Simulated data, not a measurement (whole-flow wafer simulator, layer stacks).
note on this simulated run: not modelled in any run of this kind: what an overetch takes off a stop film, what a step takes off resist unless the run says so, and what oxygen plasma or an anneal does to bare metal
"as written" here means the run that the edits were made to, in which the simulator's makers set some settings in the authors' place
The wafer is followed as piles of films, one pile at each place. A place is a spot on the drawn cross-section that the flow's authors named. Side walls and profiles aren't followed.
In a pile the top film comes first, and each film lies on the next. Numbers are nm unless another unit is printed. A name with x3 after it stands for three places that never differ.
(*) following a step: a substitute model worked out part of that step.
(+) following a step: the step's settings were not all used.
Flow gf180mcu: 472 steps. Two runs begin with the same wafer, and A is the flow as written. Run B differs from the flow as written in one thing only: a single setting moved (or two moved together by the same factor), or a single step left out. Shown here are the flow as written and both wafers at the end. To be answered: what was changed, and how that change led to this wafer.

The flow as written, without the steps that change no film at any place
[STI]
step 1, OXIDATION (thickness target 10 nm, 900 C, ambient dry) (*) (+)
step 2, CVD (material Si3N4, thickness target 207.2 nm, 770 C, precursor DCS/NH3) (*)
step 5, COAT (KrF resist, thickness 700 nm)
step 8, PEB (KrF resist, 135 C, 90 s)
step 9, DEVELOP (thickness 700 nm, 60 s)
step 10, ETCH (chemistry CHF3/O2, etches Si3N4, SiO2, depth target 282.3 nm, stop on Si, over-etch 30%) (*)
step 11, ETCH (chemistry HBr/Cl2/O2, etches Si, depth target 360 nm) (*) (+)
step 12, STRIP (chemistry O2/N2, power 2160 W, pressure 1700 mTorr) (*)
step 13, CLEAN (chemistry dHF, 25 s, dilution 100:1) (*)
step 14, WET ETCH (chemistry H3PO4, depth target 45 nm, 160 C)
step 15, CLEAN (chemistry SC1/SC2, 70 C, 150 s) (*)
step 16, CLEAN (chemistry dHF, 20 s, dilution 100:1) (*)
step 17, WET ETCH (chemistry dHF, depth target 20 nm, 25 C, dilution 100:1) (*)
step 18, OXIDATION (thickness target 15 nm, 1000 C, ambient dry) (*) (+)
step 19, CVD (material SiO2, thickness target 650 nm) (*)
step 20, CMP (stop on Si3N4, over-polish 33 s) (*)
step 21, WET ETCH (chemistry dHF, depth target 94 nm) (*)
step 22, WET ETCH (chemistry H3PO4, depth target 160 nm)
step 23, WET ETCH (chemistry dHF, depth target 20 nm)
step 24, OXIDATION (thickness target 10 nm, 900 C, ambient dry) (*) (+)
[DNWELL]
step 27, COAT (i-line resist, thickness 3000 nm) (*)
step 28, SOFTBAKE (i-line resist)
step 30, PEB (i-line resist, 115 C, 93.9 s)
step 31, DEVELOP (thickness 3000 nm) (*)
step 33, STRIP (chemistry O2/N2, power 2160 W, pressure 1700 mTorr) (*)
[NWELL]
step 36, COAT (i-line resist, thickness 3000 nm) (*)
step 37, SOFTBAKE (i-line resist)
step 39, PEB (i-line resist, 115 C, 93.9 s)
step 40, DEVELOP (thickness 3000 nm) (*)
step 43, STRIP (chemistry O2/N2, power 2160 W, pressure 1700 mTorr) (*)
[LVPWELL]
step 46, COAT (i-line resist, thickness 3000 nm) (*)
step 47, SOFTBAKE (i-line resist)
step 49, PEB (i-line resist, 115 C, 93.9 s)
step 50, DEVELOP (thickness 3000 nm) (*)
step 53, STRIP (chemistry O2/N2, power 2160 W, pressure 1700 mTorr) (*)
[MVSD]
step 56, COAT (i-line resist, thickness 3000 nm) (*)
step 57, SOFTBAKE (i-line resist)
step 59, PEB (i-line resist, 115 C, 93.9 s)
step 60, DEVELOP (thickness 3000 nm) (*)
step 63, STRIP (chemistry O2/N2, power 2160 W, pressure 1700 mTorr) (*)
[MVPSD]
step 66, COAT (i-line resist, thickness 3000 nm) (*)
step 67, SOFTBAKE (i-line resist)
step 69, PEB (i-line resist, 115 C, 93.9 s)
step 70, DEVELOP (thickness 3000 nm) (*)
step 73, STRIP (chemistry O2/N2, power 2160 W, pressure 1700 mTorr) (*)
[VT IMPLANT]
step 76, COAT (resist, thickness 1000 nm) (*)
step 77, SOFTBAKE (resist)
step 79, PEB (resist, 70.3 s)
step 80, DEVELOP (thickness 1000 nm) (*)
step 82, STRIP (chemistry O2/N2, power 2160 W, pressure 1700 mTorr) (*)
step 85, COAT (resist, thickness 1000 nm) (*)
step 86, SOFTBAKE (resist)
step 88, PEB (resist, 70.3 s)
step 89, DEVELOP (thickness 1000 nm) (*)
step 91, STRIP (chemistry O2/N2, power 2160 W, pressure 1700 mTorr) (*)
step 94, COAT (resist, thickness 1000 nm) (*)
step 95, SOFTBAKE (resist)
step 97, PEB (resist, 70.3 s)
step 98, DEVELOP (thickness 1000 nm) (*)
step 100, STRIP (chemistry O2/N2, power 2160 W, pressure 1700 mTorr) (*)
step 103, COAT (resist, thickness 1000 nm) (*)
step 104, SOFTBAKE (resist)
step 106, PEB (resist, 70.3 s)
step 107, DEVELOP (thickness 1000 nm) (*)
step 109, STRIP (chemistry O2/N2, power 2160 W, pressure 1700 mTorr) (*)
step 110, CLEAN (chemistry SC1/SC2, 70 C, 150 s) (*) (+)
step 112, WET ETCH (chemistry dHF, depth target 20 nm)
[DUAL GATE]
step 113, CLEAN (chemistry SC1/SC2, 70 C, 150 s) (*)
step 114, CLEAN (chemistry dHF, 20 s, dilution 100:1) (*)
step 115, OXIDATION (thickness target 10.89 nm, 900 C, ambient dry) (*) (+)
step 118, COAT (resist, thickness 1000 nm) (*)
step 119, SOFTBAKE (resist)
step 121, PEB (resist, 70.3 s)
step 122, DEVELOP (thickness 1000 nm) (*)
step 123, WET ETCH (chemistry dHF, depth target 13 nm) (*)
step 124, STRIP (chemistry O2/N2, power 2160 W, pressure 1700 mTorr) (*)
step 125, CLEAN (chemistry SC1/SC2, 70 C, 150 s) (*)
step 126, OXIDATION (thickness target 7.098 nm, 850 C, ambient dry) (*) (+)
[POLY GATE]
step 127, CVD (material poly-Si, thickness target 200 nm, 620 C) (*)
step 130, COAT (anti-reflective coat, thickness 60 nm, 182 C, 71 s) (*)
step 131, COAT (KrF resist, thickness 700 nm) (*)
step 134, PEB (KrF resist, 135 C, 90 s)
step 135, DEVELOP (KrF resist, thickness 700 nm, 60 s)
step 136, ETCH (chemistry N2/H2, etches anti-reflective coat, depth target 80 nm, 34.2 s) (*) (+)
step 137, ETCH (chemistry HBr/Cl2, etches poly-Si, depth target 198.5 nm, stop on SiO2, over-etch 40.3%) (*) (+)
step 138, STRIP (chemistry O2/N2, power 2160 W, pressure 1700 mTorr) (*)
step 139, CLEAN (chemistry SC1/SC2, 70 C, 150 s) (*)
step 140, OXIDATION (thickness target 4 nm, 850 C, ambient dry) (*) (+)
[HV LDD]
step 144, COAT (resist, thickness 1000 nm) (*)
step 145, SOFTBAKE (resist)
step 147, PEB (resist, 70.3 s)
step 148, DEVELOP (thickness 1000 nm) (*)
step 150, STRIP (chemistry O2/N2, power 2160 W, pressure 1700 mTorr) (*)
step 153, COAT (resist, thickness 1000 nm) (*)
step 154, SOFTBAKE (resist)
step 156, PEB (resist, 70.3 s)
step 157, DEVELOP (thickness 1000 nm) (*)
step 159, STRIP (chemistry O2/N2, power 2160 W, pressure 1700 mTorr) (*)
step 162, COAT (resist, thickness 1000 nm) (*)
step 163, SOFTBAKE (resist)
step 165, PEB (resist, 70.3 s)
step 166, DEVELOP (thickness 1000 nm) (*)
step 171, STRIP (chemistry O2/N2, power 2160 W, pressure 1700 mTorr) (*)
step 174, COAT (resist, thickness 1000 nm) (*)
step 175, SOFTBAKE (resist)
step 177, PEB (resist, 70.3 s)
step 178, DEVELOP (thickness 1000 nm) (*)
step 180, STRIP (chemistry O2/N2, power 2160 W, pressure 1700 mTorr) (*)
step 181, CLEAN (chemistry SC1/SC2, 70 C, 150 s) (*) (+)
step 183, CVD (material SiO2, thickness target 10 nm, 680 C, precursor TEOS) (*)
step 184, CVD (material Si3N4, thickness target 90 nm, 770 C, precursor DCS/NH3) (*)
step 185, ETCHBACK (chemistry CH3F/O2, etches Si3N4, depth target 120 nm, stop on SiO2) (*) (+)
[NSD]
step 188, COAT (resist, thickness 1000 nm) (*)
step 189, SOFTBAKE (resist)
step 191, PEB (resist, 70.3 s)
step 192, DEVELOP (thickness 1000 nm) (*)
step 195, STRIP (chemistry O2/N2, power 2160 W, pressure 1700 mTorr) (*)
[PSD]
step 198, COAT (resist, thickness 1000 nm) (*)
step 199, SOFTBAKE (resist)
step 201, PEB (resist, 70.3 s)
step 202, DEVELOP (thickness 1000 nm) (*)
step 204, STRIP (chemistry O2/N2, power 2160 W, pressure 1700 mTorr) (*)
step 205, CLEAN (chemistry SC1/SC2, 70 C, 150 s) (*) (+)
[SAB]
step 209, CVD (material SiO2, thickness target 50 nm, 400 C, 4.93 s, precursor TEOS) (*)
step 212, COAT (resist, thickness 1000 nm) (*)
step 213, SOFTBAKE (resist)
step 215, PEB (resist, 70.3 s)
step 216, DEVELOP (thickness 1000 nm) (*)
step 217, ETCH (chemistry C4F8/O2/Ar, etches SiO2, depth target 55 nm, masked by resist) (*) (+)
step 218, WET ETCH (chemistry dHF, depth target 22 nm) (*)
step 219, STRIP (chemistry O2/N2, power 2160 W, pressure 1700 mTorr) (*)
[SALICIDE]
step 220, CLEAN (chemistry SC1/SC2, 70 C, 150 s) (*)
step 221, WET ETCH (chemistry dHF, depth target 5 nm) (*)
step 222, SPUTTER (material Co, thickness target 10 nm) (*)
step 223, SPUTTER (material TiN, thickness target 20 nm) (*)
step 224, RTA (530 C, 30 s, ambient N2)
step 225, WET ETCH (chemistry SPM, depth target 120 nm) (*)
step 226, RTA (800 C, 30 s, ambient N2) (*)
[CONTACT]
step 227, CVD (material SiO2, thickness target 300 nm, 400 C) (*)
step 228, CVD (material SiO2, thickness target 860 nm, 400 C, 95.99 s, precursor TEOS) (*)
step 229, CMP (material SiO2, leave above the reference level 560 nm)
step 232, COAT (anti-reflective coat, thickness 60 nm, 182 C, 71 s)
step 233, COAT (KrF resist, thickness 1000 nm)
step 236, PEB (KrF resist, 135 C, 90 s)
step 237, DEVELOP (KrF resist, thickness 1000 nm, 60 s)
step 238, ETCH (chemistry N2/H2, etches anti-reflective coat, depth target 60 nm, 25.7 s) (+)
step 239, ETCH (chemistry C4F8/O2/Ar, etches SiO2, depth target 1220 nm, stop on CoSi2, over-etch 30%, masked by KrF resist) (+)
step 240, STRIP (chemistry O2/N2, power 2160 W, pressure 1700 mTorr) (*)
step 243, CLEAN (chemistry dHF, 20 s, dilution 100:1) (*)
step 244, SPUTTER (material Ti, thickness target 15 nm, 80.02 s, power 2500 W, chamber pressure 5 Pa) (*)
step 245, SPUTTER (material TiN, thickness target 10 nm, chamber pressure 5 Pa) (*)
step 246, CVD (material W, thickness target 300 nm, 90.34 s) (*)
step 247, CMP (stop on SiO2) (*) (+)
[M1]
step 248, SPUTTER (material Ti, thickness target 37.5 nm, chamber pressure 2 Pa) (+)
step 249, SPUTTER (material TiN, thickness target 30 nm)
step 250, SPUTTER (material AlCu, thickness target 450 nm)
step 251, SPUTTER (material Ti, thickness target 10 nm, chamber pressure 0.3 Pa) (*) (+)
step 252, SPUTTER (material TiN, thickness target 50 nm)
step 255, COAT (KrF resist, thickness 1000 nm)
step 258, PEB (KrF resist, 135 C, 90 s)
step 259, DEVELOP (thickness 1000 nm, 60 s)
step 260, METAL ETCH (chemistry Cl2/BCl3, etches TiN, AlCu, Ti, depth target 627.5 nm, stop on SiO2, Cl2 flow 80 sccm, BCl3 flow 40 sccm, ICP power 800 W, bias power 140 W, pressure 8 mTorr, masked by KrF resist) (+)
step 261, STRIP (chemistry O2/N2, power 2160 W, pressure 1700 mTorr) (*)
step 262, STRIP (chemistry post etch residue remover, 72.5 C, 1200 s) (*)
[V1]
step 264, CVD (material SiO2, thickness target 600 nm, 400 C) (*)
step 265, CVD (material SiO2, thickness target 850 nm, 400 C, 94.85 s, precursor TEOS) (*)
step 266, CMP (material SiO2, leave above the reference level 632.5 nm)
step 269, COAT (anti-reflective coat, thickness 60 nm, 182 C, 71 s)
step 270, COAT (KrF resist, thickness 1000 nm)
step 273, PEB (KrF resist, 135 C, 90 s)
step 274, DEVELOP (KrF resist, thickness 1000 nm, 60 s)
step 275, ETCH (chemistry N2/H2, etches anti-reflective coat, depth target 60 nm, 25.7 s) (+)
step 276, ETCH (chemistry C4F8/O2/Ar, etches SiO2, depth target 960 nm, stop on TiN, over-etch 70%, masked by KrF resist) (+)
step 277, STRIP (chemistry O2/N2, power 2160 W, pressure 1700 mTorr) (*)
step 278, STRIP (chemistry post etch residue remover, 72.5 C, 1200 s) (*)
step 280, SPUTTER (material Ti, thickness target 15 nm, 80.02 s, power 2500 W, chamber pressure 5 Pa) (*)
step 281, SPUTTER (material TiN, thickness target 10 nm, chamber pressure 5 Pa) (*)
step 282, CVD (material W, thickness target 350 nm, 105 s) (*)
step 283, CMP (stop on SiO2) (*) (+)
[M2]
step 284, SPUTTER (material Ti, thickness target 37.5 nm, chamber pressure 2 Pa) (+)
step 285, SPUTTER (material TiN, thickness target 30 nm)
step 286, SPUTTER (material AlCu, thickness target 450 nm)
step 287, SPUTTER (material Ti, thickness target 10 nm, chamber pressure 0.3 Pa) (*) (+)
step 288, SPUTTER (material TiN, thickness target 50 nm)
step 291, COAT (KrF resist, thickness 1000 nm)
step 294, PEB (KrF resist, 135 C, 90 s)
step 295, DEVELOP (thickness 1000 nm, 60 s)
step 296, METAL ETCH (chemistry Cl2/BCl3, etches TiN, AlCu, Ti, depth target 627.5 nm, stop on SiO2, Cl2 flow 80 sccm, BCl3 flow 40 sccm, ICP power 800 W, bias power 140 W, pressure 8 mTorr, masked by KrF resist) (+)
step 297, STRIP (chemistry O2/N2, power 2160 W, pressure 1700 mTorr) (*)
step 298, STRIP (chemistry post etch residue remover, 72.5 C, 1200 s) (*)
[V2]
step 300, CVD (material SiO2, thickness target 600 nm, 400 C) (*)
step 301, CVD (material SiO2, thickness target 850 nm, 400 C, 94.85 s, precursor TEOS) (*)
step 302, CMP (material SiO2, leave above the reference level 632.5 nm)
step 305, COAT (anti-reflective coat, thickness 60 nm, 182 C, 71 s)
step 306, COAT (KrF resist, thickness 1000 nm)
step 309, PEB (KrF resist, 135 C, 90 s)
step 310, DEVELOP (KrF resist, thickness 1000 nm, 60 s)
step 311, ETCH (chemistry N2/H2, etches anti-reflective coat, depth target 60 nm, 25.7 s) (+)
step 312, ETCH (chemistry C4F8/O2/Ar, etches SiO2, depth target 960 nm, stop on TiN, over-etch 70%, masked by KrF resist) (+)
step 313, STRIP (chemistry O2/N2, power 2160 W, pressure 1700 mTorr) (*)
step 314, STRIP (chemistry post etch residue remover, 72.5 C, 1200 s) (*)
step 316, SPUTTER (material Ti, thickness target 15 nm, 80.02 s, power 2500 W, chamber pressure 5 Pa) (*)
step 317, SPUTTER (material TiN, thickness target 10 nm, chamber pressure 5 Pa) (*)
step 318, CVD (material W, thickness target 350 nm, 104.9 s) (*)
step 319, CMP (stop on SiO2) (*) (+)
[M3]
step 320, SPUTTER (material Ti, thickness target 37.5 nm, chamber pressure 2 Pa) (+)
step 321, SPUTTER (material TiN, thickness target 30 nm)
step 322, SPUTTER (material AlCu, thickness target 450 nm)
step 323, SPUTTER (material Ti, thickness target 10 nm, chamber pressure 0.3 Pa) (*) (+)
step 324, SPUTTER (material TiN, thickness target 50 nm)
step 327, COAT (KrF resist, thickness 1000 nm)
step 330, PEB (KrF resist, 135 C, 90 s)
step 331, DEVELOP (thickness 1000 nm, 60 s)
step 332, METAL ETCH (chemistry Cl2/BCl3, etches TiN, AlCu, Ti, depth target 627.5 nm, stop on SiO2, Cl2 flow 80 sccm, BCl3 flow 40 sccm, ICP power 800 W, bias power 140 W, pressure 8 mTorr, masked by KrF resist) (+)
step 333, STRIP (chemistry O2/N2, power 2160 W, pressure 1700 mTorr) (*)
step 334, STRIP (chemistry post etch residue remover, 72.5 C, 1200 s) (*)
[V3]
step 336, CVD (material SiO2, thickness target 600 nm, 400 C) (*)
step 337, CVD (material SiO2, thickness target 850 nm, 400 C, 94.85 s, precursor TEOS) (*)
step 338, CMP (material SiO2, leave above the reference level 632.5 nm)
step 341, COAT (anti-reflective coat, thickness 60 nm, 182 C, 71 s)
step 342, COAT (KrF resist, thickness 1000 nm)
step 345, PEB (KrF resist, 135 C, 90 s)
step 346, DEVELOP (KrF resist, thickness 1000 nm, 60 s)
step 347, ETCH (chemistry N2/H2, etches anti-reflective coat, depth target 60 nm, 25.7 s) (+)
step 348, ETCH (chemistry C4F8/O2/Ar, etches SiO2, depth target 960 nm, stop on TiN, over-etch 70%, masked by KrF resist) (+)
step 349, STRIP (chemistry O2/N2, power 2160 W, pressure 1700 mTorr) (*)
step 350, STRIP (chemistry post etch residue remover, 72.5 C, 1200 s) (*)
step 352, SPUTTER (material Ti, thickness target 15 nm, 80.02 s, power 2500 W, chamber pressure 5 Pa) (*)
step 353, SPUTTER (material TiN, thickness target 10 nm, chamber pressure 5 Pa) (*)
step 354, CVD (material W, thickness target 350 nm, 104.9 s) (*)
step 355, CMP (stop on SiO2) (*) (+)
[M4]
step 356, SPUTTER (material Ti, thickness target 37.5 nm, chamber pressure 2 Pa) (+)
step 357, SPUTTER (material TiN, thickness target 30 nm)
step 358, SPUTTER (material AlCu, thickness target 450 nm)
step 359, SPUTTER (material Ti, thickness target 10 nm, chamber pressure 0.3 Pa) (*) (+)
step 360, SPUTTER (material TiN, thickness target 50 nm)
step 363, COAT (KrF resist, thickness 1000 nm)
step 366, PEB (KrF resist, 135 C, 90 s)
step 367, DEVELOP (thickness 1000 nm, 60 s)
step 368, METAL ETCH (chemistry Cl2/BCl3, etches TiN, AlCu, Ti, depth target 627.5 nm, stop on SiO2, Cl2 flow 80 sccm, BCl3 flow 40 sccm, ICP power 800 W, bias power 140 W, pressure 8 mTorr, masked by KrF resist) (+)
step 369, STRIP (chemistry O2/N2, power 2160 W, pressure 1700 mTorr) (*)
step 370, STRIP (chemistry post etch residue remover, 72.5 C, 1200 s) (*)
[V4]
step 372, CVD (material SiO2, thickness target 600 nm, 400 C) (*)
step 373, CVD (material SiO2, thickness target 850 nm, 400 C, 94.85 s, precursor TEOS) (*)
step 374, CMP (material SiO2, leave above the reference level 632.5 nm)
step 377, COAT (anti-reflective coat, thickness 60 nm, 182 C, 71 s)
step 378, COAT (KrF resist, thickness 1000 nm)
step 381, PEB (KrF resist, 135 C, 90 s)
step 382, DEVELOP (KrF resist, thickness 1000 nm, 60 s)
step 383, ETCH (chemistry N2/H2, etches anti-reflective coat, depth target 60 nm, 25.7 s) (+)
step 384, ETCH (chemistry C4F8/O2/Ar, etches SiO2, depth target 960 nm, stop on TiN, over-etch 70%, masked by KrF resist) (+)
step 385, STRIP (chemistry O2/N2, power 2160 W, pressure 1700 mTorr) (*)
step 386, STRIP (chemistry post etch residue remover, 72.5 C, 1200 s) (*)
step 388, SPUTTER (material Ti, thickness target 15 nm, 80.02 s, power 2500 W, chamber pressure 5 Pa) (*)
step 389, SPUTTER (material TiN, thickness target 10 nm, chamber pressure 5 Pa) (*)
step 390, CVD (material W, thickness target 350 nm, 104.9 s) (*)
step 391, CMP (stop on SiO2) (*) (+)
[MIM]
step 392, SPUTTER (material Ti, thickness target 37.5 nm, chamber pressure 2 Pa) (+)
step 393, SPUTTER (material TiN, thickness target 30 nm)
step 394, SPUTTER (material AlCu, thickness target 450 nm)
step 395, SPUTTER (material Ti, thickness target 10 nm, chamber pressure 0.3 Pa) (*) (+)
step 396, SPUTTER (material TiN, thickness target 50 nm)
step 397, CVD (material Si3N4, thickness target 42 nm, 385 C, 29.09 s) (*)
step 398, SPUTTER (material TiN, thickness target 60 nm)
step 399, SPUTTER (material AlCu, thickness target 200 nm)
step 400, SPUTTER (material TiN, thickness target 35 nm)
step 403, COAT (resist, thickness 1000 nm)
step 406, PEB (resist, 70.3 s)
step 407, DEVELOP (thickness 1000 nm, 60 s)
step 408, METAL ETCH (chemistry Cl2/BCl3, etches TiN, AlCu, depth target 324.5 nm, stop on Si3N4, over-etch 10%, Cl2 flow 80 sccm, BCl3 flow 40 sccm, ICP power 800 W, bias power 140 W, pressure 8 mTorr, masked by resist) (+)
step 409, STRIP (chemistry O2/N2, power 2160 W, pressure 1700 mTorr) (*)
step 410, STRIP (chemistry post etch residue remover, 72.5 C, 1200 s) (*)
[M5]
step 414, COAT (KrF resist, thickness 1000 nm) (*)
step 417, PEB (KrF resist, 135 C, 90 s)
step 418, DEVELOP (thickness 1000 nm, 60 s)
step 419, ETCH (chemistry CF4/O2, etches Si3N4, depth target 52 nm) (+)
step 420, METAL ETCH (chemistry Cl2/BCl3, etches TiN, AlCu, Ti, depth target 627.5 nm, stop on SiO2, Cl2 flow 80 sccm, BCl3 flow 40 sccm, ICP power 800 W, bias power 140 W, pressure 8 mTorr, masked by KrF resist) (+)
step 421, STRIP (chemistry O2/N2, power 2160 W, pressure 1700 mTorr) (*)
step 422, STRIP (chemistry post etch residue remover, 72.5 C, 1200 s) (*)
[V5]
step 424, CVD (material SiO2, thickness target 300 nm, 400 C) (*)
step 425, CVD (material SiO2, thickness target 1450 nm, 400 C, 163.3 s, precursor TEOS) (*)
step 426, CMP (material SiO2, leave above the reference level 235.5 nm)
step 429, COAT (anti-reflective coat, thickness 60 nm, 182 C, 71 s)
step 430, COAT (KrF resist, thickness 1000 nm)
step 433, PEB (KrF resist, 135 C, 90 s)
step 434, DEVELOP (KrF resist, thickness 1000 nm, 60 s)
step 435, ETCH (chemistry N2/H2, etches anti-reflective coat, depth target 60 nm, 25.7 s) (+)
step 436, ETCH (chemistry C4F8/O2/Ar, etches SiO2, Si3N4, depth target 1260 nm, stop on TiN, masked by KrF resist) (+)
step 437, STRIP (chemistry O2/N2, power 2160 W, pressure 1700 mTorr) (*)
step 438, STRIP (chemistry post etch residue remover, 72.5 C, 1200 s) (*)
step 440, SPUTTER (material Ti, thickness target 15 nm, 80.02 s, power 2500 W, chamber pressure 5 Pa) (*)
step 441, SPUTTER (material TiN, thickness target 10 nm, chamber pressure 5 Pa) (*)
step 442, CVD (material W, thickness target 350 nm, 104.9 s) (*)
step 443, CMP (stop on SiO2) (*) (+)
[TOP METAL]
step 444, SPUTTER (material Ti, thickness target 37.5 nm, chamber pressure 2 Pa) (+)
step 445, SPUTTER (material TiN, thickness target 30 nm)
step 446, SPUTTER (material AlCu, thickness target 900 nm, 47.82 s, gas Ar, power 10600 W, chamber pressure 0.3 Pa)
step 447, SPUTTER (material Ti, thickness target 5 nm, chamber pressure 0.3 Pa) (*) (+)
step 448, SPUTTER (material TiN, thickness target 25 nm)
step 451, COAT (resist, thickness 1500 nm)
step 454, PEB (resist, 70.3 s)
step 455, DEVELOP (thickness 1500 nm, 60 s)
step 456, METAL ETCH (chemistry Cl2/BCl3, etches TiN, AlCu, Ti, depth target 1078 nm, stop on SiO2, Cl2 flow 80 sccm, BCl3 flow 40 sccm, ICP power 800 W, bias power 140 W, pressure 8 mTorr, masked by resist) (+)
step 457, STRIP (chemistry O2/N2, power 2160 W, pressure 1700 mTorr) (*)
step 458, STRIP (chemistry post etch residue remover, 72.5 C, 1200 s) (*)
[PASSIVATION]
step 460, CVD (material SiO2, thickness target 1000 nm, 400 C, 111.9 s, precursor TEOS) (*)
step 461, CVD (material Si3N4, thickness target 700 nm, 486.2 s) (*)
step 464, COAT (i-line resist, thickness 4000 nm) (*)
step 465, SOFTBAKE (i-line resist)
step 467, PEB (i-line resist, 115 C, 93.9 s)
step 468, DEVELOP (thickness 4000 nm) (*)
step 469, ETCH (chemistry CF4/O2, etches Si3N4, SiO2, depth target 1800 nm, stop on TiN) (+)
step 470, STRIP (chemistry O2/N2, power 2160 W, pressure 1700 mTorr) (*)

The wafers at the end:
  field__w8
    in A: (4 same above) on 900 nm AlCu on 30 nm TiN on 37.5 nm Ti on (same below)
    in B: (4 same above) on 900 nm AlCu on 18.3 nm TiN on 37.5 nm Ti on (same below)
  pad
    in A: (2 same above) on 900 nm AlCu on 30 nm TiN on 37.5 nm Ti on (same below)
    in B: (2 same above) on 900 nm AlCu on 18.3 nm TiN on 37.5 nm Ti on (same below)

Cause: step 445, SPUTTER: thickness target 18.3 nm was run, though the flow has thickness target 30 nm.
One can read it off the wafer: field__w8 has TiN 18.3, and step 445 as written asks for 30 nm.

Step by step, how the change led to this:
  step 445, SPUTTER (material TiN, thickness target 30 nm)
      field, field__w1, field__w2 and 109 more: A TiN gains 30 (new film) | B TiN gains 18.3 (new film)
  step 456, METAL ETCH (chemistry Cl2/BCl3, etches TiN, AlCu, Ti, depth target 1078 nm, stop on SiO2, Cl2 flow 80 sccm, BCl3 flow 40 sccm, ICP power 800 W, bias power 140 W, pressure 8 mTorr, masked by resist) (+)
      field, field__w1, field__w2 and 103 more: A TiN loses 25 (all of it), Ti loses 5 (all of it), AlCu loses 900 (all of it), TiN loses 30 (all of it), Ti loses 37.5 (all of it) | B TiN loses 25 (all of it), Ti loses 5 (all of it), AlCu loses 900 (all of it), TiN loses 18.3 (all of it), Ti loses 37.5 (all of it)
